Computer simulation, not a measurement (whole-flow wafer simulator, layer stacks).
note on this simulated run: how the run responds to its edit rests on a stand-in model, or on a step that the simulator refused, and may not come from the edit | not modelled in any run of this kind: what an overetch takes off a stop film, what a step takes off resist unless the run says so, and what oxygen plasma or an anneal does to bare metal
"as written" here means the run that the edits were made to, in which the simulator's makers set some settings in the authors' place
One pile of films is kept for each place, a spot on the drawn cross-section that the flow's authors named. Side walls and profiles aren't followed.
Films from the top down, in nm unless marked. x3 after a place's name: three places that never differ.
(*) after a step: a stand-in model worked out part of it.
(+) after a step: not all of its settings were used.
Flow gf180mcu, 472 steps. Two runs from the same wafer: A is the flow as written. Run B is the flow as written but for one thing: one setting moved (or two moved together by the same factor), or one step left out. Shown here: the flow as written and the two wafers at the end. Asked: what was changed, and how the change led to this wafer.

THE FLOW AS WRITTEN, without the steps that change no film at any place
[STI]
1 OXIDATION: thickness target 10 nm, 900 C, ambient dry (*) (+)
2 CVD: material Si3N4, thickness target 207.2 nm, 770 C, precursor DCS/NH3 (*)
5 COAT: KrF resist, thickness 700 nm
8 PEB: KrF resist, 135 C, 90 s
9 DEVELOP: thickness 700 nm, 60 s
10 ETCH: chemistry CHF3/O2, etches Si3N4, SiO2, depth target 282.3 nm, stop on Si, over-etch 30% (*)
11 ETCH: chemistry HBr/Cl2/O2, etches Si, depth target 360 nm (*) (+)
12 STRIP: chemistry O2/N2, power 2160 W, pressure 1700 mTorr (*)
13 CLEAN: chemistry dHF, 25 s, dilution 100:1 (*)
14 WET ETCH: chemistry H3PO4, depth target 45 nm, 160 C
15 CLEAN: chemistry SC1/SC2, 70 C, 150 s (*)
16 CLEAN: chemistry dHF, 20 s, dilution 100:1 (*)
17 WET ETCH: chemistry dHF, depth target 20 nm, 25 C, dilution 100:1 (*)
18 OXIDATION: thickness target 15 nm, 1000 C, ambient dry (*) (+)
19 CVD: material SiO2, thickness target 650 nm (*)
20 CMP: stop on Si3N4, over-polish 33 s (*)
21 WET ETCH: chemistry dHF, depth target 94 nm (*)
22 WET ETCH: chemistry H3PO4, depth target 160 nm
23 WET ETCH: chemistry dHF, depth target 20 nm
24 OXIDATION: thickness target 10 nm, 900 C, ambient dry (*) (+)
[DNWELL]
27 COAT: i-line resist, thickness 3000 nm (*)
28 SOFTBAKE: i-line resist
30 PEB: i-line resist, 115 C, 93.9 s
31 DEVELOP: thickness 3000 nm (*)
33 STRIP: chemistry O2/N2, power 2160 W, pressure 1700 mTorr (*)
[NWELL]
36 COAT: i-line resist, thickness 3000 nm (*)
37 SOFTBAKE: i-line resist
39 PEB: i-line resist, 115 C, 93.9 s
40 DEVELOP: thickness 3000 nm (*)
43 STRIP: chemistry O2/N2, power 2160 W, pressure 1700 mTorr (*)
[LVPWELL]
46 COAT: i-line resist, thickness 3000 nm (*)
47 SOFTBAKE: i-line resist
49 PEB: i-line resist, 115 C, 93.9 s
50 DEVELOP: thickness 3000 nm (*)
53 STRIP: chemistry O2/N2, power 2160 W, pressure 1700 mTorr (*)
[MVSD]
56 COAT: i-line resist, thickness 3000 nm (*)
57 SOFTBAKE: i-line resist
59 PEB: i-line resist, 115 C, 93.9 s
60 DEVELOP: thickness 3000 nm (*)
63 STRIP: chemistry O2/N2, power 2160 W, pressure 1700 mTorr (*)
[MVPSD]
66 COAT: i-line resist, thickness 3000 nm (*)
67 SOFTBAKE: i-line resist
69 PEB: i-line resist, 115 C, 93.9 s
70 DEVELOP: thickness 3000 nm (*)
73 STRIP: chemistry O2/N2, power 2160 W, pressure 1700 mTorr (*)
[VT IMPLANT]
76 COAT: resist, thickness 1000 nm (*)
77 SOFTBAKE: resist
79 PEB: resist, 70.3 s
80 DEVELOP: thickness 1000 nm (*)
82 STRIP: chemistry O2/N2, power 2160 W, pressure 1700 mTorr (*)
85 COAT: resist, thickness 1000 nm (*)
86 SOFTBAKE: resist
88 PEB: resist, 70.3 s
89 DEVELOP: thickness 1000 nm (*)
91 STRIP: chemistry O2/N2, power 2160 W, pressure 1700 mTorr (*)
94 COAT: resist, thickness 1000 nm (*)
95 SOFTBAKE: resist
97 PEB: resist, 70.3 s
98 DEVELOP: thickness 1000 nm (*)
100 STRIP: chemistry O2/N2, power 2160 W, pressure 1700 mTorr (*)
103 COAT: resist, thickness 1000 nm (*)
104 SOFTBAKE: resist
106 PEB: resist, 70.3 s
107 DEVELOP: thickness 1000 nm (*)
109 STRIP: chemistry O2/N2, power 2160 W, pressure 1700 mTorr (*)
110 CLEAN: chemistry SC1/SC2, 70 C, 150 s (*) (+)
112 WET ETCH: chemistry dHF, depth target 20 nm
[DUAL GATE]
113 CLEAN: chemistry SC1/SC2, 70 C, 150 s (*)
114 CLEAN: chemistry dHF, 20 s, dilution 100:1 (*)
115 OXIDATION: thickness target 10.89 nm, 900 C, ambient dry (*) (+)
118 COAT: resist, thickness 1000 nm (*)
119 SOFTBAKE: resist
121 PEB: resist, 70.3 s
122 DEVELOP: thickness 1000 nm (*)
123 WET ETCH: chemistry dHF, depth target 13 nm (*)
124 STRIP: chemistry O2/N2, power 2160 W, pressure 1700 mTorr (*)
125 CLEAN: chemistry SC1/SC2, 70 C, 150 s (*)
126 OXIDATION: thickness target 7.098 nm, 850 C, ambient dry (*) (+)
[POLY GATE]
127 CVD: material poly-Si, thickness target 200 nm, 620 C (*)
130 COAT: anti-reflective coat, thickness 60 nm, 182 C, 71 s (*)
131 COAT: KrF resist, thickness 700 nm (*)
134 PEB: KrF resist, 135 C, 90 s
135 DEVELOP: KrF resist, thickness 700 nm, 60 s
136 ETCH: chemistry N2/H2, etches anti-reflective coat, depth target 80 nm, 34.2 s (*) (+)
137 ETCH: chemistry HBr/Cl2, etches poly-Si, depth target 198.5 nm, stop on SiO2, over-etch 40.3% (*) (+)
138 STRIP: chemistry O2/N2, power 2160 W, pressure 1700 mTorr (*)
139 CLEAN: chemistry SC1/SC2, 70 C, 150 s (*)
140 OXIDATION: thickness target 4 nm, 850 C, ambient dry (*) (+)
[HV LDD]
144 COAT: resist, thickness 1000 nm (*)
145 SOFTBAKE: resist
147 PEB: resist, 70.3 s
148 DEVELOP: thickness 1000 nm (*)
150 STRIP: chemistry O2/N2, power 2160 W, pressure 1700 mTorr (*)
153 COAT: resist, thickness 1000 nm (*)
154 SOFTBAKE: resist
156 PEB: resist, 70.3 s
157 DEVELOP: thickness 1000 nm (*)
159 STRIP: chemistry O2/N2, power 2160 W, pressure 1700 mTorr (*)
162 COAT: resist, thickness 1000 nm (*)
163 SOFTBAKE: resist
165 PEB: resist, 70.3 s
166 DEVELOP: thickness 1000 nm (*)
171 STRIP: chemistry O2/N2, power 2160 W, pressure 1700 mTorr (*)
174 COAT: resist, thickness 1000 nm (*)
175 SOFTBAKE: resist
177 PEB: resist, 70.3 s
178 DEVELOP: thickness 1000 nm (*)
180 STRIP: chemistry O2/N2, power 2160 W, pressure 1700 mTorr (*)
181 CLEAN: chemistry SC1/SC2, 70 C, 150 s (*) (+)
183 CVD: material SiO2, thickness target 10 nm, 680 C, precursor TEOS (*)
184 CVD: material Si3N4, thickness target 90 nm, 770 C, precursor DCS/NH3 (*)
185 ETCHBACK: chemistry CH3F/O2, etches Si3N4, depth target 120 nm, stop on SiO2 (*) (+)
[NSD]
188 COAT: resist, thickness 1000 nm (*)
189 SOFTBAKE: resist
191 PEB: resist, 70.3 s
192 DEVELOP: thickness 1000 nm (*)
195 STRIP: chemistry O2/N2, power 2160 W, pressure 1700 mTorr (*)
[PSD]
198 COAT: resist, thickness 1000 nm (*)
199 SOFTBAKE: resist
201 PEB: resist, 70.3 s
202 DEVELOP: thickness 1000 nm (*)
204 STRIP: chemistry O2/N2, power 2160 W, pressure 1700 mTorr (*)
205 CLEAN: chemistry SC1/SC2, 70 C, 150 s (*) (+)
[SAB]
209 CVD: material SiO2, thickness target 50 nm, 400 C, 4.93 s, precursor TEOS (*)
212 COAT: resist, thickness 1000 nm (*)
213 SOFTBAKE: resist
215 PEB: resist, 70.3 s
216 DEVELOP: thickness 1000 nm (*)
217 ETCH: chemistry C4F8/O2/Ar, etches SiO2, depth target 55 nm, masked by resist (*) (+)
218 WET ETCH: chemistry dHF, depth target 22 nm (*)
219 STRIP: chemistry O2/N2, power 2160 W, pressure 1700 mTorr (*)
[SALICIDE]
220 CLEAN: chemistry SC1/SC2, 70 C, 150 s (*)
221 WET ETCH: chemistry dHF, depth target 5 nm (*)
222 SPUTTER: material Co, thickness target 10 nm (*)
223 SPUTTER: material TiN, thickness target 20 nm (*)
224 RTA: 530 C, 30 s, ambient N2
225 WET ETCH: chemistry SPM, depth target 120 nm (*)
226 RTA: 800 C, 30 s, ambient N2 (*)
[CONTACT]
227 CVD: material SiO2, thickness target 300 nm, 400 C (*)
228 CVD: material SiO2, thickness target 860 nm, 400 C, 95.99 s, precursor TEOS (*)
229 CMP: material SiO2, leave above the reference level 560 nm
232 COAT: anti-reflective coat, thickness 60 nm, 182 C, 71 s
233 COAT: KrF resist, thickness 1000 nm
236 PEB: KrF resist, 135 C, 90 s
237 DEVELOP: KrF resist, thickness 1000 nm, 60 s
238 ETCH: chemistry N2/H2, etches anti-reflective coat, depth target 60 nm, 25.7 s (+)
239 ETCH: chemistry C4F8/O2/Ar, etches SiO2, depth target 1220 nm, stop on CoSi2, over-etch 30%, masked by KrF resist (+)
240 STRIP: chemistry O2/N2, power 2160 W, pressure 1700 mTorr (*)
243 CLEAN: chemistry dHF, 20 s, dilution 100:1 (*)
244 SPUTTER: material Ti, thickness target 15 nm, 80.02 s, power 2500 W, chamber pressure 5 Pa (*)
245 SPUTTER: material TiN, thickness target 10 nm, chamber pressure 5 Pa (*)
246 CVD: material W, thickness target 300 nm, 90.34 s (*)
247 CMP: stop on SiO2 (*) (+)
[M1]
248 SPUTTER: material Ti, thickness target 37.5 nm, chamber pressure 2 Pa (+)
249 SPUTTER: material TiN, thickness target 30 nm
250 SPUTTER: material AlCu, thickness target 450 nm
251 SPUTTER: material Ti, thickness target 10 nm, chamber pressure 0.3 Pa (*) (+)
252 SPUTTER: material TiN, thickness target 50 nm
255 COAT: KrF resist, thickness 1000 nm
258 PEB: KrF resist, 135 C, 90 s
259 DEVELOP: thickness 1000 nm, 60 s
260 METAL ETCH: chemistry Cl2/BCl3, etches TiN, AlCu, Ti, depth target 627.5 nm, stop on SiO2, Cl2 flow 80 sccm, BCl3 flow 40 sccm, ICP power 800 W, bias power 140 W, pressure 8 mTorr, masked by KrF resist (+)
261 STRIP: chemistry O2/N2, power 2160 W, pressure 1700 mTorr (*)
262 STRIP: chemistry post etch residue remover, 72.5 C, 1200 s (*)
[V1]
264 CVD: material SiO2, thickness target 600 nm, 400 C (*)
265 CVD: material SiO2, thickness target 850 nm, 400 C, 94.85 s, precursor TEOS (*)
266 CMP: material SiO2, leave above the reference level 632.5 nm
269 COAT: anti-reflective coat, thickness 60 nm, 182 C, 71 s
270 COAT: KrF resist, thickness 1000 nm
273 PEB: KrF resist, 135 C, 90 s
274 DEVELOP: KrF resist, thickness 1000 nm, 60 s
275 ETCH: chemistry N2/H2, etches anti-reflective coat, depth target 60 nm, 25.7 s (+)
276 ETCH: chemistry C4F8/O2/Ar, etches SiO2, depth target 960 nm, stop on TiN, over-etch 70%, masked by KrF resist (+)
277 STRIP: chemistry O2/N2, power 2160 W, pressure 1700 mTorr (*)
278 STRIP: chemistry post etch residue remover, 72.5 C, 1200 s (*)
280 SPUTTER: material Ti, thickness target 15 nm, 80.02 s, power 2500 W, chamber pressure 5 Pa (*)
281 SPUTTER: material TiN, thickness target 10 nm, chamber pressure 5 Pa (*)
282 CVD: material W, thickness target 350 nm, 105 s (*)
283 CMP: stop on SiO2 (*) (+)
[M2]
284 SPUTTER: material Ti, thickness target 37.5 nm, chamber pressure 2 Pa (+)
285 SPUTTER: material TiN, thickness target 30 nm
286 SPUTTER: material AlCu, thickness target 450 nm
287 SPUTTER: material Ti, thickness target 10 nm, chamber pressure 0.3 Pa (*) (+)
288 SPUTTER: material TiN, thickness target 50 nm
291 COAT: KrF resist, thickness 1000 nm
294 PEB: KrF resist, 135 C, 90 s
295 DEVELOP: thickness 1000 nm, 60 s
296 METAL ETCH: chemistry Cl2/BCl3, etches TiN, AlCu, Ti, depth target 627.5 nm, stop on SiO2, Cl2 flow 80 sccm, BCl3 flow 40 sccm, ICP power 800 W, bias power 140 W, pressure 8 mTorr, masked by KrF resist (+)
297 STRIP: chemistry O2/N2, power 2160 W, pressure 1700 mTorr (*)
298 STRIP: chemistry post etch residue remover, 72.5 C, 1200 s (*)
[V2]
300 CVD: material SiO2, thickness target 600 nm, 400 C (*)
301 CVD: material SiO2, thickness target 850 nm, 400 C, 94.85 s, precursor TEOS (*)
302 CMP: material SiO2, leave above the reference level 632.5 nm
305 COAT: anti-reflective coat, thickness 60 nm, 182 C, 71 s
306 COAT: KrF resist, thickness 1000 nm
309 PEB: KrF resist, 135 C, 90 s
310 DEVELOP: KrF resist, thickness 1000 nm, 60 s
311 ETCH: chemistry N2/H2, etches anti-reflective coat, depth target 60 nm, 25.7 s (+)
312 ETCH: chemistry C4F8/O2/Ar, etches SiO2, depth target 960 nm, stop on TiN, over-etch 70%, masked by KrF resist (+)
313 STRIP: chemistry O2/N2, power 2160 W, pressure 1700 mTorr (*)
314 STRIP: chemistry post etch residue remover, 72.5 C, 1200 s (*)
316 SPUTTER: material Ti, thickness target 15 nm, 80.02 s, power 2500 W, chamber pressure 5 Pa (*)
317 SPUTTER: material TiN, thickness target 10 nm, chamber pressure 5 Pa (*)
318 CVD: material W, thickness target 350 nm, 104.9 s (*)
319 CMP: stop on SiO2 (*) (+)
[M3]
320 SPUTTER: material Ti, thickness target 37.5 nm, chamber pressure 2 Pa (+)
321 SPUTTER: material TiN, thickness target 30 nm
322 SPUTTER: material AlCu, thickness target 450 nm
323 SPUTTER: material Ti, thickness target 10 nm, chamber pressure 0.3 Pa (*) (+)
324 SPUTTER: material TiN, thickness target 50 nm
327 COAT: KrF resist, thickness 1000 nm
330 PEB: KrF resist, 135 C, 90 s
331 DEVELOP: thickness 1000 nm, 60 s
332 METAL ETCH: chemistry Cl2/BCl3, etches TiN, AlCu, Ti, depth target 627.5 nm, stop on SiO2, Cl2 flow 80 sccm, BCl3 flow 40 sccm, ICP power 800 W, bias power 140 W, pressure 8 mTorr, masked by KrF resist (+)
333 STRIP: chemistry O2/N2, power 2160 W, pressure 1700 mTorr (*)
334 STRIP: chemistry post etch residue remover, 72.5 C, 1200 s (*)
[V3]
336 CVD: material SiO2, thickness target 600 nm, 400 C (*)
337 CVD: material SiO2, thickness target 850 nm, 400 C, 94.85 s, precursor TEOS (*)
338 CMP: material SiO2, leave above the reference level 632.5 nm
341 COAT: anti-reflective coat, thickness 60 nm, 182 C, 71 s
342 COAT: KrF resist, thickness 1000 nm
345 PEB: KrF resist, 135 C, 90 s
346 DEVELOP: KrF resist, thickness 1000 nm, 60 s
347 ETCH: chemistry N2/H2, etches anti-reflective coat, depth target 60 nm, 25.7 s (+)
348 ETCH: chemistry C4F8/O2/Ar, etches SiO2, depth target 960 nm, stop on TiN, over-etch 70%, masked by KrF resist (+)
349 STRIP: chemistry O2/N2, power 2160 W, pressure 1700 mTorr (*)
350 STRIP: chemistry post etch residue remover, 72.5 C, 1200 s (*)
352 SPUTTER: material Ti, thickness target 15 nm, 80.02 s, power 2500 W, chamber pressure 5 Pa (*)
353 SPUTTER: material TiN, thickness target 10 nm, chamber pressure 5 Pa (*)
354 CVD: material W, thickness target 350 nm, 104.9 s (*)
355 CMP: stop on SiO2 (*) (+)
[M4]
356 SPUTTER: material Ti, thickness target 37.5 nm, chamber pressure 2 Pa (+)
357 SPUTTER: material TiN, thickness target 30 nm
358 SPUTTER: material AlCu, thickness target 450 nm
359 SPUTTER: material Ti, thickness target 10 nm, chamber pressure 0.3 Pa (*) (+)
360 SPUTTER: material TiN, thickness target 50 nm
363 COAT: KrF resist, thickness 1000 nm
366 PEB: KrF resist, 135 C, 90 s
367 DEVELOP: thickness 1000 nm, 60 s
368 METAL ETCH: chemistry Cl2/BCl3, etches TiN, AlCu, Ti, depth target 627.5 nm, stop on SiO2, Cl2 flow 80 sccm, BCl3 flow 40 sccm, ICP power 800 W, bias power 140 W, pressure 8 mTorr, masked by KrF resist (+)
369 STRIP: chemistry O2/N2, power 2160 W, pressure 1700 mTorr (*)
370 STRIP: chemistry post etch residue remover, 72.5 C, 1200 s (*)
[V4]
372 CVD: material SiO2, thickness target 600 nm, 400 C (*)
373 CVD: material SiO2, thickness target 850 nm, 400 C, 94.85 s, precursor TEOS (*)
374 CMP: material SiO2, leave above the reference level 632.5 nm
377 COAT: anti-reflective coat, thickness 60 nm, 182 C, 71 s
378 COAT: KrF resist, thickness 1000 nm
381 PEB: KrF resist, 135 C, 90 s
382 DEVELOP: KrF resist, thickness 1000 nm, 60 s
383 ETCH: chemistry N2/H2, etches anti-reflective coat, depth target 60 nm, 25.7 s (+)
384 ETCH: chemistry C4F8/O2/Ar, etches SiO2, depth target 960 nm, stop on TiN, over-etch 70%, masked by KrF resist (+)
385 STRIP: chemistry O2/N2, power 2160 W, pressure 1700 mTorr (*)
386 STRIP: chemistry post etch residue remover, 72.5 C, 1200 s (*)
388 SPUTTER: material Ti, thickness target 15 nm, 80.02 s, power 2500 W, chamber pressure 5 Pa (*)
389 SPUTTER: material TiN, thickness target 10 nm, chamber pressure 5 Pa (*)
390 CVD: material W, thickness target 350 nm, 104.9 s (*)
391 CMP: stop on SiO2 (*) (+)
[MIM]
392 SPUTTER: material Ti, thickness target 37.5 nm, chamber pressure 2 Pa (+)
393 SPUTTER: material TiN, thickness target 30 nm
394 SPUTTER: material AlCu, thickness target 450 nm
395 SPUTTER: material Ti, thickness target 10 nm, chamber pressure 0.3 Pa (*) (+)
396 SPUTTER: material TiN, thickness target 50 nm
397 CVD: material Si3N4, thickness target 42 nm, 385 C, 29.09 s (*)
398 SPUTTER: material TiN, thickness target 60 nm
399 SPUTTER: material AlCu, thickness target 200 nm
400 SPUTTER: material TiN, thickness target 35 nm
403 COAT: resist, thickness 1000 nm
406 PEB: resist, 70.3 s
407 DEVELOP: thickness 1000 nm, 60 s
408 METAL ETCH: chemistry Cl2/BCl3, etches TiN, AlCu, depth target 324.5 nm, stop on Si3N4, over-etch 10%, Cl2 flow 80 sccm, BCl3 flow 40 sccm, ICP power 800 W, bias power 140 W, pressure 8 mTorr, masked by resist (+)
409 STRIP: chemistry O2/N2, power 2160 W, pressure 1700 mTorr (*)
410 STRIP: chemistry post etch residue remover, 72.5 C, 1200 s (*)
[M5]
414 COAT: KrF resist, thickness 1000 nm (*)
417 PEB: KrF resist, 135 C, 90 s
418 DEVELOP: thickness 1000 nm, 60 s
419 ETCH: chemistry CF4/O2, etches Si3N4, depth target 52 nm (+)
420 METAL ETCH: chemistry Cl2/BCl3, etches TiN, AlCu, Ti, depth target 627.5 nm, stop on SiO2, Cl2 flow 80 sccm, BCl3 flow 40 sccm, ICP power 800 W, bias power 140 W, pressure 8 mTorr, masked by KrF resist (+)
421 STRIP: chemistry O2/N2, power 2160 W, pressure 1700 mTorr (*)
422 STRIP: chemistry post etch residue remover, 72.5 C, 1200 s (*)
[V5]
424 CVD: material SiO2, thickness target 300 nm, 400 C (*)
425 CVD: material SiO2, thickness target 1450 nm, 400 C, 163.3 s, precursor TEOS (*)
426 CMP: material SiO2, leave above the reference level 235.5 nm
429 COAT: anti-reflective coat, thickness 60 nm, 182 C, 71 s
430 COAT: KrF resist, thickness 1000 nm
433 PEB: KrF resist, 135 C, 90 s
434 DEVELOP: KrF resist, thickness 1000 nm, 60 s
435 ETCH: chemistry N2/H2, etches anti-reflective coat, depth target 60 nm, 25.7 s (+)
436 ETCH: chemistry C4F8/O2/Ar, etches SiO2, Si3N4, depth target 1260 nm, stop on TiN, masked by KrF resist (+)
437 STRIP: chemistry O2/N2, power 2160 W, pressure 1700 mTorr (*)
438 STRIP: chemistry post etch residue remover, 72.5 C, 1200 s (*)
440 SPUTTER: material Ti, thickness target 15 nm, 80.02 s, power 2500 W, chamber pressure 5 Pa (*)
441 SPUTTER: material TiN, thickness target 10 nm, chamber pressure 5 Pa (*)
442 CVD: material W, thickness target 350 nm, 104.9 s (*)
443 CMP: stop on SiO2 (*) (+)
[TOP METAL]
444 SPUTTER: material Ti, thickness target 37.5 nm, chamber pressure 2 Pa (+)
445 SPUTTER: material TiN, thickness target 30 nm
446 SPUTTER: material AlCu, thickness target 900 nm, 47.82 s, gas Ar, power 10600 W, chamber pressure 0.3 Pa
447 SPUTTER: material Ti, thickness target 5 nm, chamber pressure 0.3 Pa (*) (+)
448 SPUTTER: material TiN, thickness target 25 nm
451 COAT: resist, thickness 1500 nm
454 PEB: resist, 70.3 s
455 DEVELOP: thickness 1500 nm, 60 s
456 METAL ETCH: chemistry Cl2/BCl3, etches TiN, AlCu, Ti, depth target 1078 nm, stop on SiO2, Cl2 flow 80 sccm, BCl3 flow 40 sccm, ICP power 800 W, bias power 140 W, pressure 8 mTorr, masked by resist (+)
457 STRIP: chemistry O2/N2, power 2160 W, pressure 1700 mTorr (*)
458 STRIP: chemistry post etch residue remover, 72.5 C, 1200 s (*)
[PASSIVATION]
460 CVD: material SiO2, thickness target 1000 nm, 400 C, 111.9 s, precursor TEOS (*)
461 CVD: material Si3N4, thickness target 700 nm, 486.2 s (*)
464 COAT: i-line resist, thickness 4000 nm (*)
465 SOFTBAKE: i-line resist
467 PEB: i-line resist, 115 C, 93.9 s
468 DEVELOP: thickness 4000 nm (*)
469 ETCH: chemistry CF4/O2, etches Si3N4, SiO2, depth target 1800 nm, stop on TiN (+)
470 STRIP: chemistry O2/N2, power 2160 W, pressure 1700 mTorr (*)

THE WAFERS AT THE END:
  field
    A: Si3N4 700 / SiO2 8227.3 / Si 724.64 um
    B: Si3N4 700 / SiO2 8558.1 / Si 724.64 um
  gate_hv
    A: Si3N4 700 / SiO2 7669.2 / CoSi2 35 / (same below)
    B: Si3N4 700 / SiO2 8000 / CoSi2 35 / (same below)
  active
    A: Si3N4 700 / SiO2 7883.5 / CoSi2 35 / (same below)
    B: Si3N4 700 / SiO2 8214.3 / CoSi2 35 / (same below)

The cause: step 302, CMP: leave above the reference level 964.6 nm was run, where the flow has leave above the reference level 632.5 nm.

How the change led to this, step by step:
  302 CMP: material SiO2, leave above the reference level 632.5 nm
      field, field__w1, field__w2 and 103 more: A SiO2 -300 | B nothing
      field__w8, contact, m1, m1__w1, m1_nw: A SiO2 -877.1 | B SiO2 -545
  305 COAT: anti-reflective coat, thickness 60 nm, 182 C, 71 s
      field: A anti-reflective coat +60 (new film) | B anti-reflective coat +72.7 (new film)
      field__w8: A anti-reflective coat +60 (new film) | B anti-reflective coat +41.7 (new film)
      (and at 11 more places)
  311 ETCH: chemistry N2/H2, etches anti-reflective coat, depth target 60 nm, 25.7 s (+)
      contact: A anti-reflective coat -60 (all of it), SiO2 -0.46 | B anti-reflective coat -42.4 (all of it), SiO2 -0.91
  312 ETCH: chemistry C4F8/O2/Ar, etches SiO2, depth target 960 nm, stop on TiN, over-etch 70%, masked by KrF resist (+)
      contact: A SiO2 -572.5 (all of it) | B SiO2 -904.1 (all of it)
  313 STRIP: chemistry O2/N2, power 2160 W, pressure 1700 mTorr (*)
      field: A KrF resist -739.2 (all of it), anti-reflective coat -60 (all of it) | B KrF resist -732.7 (all of it), anti-reflective coat -72.7 (all of it)
      field__w8: A KrF resist -739.2 (all of it), anti-reflective coat -60 (all of it) | B KrF resist -736.2 (all of it), anti-reflective coat -41.7 (all of it)
      (and at 10 more places)
  316 SPUTTER: material Ti, thickness target 15 nm, 80.02 s, power 2500 W, chamber pressure 5 Pa (*)
      contact: A Ti +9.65 (new film) | B Ti +8.11 (new film)
  317 SPUTTER: material TiN, thickness target 10 nm, chamber pressure 5 Pa (*)
      contact: A TiN +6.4 (new film) | B TiN +5.38 (new film)
  318 CVD: material W, thickness target 350 nm, 104.9 s (*)
      contact: A W +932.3 (new film) | B W +1234.8 (new film)
  319 CMP: stop on SiO2 (*) (+)
      m1, m1__w1, m1_nw: A W -350 (all of it), TiN -10 (all of it), Ti -15 (all of it), SiO2 -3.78 | B W -350 (all of it), TiN -10 (all of it), Ti -15 (all of it), SiO2 -5.08
      field__w8: A W -350 (all of it), TiN -10 (all of it), Ti -15 (all of it), SiO2 -3.78 | B W -350 (all of it), TiN -10 (all of it), Ti -15 (all of it), SiO2 -5.09
  327 COAT: KrF resist, thickness 1000 nm
      field__w8: A KrF resist +1000 (new film) | B KrF resist +974.5 (new film)
      m1: A KrF resist +1000 (new film) | B KrF resist +974.1 (new film)
      (and at 2 more places)
  333 STRIP: chemistry O2/N2, power 2160 W, pressure 1700 mTorr (*)
      field__w8: A KrF resist -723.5 (all of it) | B KrF resist -698.3 (all of it)
      m1: A KrF resist -723.5 (all of it) | B KrF resist -697.9 (all of it)
      (and at 2 more places)
  338 CMP: material SiO2, leave above the reference level 632.5 nm
      field, field__w1, field__w2 and 103 more: A SiO2 -300 | B SiO2 -269.2
      contact: A SiO2 -877.1 | B SiO2 -846.3
  348 ETCH: chemistry C4F8/O2/Ar, etches SiO2, depth target 960 nm, stop on TiN, over-etch 70%, masked by KrF resist (+)
      contact: A SiO2 -572.5 (all of it) | B SiO2 -603.3 (all of it)
  354 CVD: material W, thickness target 350 nm, 104.9 s (*)
      contact: A W +932.3 (new film) | B W +963.4 (new film)
